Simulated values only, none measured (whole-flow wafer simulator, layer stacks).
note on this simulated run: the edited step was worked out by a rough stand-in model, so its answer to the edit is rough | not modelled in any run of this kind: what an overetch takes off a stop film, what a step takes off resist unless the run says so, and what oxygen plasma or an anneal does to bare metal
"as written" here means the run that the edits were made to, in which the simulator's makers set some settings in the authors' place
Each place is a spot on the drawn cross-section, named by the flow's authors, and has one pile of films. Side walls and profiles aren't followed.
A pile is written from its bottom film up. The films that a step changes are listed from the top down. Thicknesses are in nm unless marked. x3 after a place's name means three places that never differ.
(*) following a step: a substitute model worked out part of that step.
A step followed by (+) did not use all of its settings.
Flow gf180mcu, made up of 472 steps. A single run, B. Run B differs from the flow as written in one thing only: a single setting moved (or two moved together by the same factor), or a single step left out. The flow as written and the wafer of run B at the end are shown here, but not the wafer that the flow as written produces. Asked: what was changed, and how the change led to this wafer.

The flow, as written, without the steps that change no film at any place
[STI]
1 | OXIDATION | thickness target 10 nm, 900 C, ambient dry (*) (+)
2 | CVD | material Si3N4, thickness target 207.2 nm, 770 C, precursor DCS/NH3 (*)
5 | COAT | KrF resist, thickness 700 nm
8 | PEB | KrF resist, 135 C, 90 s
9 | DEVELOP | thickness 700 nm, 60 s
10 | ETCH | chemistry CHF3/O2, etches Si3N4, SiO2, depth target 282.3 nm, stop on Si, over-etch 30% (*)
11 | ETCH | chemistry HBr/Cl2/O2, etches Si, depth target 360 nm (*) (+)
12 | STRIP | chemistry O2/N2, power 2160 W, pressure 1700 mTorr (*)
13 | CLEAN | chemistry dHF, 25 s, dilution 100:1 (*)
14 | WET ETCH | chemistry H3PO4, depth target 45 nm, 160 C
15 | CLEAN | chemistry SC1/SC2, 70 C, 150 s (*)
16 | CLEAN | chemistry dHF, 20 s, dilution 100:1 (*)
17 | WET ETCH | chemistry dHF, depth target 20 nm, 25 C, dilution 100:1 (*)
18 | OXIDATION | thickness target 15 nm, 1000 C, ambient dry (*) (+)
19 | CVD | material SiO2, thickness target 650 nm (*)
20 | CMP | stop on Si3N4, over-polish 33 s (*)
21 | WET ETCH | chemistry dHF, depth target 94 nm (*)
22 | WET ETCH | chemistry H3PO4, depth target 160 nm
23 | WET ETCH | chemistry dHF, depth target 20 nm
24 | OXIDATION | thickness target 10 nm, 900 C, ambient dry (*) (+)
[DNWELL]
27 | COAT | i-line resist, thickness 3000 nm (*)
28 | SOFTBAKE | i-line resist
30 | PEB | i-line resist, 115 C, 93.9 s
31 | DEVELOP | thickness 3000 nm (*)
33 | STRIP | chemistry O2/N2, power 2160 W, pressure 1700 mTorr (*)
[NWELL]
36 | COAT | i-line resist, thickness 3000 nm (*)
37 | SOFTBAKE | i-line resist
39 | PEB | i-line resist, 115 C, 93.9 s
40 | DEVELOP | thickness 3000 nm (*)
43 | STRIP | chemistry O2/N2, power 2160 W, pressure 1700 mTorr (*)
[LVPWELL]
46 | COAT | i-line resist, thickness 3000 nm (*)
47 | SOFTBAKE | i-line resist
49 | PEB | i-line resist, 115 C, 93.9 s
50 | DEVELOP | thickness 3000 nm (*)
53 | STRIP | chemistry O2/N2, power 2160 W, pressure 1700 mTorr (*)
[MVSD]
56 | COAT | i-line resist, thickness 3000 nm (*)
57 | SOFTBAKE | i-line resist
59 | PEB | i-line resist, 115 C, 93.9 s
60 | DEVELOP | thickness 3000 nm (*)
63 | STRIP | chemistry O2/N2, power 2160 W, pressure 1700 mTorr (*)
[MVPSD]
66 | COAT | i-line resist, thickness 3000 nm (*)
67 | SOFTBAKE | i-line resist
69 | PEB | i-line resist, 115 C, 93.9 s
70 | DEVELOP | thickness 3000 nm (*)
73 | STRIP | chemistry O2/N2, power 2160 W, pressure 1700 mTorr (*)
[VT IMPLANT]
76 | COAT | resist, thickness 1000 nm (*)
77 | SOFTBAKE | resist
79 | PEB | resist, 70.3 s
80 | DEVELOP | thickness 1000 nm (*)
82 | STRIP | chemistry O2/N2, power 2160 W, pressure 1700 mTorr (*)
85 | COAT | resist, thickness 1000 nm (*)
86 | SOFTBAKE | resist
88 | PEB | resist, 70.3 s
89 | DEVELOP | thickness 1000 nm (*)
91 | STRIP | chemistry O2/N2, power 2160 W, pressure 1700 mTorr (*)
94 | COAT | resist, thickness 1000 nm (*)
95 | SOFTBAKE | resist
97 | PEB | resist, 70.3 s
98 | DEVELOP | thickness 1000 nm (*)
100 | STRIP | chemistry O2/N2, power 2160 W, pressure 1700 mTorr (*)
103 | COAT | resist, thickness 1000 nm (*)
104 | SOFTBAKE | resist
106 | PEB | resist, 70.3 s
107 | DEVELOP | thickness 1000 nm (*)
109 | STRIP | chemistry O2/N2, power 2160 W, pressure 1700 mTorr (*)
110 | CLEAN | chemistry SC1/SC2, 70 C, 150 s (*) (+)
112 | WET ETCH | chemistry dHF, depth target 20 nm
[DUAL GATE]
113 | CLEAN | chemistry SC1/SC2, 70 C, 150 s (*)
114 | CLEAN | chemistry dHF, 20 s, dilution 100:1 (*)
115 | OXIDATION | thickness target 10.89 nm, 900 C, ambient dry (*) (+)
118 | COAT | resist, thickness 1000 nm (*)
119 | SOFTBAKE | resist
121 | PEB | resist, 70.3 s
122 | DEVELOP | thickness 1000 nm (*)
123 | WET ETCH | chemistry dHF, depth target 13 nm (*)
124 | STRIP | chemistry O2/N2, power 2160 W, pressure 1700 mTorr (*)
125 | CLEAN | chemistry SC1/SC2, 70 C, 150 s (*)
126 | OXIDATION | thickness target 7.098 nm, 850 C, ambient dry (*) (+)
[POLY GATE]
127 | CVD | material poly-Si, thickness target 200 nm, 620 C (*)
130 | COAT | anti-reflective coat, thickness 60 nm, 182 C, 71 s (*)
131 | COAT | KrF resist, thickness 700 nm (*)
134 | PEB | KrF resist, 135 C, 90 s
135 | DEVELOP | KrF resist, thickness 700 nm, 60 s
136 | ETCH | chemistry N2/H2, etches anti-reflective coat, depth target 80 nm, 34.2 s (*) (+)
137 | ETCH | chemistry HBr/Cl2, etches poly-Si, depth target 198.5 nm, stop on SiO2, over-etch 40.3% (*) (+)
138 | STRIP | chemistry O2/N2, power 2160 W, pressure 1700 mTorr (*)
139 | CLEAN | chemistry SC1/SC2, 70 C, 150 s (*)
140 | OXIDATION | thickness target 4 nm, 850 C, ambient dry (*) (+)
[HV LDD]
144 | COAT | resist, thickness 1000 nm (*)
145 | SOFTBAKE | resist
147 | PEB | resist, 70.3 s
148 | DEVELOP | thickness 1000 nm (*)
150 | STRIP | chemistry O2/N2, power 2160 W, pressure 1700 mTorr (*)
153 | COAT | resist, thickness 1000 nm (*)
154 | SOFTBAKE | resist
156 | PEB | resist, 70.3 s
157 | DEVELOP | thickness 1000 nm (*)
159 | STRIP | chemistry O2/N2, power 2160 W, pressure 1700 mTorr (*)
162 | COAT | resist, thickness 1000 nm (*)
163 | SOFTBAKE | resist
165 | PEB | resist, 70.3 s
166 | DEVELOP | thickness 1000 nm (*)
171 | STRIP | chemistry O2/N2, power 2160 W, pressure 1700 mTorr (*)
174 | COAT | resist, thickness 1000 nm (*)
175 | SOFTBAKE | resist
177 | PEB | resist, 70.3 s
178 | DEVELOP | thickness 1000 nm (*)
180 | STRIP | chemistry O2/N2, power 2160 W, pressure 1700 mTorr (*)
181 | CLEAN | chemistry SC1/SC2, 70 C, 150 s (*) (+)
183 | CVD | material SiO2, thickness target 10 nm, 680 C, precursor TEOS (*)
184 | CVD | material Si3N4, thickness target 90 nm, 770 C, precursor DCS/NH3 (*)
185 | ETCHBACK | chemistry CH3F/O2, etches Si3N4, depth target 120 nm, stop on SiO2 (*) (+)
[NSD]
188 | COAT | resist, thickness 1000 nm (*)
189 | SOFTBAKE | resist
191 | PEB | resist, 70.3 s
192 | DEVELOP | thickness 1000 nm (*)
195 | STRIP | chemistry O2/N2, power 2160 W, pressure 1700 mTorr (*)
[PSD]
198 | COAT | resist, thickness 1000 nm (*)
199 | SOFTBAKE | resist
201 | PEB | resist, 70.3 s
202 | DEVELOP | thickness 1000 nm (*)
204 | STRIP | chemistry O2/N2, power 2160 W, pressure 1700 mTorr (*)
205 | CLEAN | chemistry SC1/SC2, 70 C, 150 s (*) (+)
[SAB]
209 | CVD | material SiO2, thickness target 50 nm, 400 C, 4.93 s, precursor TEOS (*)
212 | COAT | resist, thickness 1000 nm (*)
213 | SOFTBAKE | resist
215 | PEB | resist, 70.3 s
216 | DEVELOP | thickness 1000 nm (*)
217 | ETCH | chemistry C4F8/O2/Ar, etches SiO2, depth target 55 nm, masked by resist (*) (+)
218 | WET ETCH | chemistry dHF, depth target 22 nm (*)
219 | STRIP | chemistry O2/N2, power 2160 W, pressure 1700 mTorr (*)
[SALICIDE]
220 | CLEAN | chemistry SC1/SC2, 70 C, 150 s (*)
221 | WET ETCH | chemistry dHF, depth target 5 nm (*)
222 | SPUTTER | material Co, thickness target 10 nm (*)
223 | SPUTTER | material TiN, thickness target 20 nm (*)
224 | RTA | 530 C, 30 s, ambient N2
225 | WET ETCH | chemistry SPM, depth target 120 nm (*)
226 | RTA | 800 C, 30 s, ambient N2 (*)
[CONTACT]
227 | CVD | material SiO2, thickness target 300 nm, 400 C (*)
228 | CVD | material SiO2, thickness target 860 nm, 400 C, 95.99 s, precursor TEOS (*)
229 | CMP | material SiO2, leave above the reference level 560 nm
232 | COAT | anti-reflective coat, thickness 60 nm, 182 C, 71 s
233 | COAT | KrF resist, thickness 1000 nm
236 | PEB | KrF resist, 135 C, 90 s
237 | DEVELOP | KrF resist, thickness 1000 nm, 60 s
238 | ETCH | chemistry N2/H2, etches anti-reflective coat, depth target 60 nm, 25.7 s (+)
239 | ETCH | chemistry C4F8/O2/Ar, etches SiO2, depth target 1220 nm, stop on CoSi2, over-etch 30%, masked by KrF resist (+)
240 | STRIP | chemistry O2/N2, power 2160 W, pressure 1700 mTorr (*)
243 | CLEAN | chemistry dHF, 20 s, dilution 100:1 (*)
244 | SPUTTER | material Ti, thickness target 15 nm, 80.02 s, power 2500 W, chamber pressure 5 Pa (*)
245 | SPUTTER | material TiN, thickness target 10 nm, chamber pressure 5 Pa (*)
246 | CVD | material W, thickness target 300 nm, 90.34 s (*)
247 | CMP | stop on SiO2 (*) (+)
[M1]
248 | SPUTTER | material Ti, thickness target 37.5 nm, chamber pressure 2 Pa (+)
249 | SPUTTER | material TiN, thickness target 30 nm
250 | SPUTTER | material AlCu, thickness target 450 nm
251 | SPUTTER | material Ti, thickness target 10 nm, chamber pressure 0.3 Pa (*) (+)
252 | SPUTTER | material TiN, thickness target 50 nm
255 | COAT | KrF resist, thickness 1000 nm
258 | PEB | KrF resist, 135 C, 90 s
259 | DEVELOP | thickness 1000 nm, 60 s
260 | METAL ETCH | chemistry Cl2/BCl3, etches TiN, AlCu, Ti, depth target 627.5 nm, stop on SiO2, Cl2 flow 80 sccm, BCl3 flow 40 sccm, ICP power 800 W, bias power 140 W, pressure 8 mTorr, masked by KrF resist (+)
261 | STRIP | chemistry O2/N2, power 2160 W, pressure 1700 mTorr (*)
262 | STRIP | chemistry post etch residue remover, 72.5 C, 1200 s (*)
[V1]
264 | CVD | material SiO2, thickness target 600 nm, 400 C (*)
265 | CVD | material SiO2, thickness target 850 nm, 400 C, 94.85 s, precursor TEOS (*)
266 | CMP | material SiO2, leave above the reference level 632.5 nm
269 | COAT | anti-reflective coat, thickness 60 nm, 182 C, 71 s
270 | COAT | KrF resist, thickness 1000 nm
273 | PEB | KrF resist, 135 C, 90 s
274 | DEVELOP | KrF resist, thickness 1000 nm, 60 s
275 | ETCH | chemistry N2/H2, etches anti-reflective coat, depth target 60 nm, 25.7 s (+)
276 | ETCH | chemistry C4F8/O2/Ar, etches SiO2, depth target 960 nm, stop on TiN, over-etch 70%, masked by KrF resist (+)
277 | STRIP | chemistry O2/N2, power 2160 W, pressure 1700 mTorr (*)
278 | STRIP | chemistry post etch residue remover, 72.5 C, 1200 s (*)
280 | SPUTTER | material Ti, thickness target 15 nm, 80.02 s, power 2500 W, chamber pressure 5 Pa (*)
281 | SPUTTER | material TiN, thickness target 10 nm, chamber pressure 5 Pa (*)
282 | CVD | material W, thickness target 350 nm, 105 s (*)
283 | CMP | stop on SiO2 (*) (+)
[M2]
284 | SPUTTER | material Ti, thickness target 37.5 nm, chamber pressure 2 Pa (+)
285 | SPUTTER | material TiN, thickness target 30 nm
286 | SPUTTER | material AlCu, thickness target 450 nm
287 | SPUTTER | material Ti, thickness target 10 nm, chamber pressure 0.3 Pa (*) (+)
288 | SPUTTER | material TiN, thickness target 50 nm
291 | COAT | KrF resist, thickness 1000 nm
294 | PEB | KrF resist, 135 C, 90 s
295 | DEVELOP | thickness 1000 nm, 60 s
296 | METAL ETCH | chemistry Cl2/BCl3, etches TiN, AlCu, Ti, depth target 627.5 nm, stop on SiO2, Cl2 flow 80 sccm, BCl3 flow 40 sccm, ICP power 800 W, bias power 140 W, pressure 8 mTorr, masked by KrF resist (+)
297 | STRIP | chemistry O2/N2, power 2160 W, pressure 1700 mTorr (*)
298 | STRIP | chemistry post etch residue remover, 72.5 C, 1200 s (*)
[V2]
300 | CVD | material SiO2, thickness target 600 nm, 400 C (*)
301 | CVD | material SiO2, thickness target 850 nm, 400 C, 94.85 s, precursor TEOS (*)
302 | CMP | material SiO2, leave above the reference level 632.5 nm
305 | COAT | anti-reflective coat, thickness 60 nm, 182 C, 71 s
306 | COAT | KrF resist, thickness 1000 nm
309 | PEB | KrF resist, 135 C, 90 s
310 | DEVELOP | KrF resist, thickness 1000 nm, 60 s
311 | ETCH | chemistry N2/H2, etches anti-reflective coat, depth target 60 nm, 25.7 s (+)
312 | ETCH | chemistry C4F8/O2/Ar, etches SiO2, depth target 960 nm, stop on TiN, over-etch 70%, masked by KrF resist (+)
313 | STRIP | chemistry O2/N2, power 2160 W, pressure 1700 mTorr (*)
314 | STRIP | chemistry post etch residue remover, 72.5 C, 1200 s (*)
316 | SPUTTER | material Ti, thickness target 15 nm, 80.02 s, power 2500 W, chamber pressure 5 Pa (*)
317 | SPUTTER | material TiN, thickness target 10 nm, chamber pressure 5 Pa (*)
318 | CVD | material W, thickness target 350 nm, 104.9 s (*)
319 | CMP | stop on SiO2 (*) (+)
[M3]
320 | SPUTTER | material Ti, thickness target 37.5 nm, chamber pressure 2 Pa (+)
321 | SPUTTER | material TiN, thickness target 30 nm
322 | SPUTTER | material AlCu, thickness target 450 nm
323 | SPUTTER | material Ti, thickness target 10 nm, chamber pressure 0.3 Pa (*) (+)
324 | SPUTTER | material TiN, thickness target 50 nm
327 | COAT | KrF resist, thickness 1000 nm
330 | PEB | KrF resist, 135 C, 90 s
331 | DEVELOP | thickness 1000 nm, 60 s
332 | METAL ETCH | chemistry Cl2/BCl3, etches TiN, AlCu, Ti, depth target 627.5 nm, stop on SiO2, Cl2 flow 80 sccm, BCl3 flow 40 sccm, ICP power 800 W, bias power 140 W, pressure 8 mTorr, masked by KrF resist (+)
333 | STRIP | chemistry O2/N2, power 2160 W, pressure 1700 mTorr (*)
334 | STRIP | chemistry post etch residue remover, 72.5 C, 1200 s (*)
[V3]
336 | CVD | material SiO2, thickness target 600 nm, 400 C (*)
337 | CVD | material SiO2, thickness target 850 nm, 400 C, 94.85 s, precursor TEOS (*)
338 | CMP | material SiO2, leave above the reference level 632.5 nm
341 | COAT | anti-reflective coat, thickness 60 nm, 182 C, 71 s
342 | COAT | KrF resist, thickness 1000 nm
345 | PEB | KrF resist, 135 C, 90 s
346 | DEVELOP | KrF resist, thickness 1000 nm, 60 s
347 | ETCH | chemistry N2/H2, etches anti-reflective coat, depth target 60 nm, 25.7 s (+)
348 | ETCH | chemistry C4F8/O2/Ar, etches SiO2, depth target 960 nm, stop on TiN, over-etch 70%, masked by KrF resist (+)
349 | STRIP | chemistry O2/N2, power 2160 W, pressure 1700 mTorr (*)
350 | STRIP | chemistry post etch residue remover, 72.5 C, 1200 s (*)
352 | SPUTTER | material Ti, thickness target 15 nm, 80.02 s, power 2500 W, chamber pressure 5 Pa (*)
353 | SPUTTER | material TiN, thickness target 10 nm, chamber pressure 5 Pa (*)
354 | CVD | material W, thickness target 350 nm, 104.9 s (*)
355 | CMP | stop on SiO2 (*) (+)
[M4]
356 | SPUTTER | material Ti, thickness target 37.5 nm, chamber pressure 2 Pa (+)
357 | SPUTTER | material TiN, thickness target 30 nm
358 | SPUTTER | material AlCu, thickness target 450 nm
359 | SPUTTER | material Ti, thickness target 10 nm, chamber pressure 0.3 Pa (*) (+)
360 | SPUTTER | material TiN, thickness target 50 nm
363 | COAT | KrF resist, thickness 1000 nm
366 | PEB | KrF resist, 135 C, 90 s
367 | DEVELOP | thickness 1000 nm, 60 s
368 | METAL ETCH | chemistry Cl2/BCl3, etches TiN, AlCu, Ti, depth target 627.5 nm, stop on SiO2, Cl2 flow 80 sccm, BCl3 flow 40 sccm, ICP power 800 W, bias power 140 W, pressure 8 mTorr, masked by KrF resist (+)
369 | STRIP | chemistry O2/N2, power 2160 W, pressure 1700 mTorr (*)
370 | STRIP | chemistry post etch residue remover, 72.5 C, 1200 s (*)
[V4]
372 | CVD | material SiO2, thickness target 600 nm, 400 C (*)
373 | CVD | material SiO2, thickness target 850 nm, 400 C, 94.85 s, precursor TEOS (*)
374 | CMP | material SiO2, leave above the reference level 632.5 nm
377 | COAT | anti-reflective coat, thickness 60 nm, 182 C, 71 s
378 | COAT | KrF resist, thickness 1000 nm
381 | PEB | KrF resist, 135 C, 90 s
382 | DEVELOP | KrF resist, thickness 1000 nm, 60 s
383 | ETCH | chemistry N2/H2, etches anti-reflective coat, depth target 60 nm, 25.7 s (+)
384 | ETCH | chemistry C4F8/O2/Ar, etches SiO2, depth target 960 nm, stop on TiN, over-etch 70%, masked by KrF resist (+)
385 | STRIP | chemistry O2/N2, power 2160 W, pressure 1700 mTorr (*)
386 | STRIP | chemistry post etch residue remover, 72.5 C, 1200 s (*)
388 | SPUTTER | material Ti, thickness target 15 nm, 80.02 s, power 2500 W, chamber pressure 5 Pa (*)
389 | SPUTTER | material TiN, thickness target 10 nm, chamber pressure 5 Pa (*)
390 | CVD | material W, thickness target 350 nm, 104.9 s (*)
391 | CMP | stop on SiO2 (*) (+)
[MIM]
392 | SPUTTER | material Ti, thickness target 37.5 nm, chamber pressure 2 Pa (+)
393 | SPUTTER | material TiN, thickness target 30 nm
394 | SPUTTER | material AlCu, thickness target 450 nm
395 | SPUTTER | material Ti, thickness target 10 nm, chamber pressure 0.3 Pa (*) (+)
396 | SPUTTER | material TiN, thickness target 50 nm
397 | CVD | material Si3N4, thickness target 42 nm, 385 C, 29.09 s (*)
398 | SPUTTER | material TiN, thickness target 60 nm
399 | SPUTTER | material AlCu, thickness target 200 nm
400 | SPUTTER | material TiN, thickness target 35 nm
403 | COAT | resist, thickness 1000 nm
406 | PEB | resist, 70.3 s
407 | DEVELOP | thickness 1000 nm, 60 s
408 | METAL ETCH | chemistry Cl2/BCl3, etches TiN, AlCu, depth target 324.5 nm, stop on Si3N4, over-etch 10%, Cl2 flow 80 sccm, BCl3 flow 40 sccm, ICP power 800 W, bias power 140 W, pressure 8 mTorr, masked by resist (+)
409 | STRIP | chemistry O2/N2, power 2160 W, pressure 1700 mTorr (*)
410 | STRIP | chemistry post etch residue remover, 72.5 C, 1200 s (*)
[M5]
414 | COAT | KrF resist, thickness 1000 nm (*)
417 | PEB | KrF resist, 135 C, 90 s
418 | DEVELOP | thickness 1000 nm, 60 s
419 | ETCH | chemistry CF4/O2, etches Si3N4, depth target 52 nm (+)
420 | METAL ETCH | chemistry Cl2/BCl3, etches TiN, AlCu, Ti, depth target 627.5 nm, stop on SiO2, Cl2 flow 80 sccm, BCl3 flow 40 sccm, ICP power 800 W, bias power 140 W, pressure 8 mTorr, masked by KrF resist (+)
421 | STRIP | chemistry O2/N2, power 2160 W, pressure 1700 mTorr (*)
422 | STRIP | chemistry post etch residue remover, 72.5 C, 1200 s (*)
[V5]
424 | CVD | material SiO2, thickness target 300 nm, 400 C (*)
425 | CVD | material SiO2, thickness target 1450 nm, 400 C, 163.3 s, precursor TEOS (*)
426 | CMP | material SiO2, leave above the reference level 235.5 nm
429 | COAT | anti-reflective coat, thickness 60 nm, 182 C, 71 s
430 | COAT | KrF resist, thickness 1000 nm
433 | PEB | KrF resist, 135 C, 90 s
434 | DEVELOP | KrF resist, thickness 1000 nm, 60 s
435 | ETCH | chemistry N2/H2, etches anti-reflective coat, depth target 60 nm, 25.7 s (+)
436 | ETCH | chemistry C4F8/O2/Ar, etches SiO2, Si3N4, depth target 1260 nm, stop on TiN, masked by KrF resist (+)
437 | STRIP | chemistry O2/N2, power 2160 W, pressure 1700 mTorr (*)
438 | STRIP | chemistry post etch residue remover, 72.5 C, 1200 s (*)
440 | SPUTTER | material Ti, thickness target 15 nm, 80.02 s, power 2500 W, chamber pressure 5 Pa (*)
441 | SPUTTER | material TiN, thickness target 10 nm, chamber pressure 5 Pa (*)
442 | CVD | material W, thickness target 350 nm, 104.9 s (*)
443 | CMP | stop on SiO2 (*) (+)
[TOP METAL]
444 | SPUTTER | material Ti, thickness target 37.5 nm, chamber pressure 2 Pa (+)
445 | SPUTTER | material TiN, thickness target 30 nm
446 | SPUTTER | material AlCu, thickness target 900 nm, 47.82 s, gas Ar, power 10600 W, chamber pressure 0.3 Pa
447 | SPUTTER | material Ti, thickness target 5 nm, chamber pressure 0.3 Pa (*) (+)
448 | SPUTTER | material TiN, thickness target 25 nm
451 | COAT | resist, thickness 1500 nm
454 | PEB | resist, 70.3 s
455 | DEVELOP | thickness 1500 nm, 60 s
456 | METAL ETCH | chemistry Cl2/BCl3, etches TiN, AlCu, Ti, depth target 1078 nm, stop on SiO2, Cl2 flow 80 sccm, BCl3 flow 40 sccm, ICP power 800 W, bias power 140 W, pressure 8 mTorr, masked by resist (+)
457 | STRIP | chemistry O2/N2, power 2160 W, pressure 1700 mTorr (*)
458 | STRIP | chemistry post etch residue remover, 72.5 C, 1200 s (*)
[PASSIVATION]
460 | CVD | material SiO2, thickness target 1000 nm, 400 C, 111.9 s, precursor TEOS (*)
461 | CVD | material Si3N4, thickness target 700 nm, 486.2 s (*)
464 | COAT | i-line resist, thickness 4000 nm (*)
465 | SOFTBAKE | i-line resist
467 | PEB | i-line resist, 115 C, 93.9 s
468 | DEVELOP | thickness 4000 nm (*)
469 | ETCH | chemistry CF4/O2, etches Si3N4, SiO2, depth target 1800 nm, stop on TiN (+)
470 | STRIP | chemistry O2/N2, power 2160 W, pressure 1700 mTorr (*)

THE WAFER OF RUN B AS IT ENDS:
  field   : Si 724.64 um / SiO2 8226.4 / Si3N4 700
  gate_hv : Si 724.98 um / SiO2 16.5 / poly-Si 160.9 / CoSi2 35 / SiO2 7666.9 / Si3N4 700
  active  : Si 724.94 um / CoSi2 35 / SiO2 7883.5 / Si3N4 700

The reason: step 126, OXIDATION: thickness target 9.653 nm was run, while the flow as written has thickness target 7.098 nm.

How this came from the change, step by step:
  126 | OXIDATION | thickness target 7.098 nm, 850 C, ambient dry (*) (+)
      gate_hv, active_hv, active_nat and 25 more: +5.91 SiO2, -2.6 Si (in the flow as written it would be: +3.72 SiO2, -1.64 Si)
      active, n_well, p_well and 12 more: +9.65 SiO2 (new film), -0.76 chemical SiO2 (all of it), -3.91 Si (in the flow as written it would be: +7.1 SiO2 (new film), -0.76 chemical SiO2 (all of it), -2.79 Si)
  189 | SOFTBAKE | resist
      nw_enc_fld_lv__w3: -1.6 resist (in the flow as written it would be: +2.11 resist)
  199 | SOFTBAKE | resist
      nw_enc_fld_lv__w3: -1.6 resist (in the flow as written it would be: +2.11 resist)
  218 | WET ETCH | chemistry dHF, depth target 22 nm (*)
      active, p_well, sd_n, iso_ptap_pw, iso_ntap_nw, iso_ptap_sub, vpnp_e: -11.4 SiO2 (all of it) (in the flow as written it would be: -9.01 SiO2 (all of it))
      ldn_tap, ldn_src, ldn_drn, ldp_tap, ldp_src, ldp_drn, ldp_gr: -18.1 SiO2 (all of it) (in the flow as written it would be: -16 SiO2 (all of it))
      (also at 9 further places)
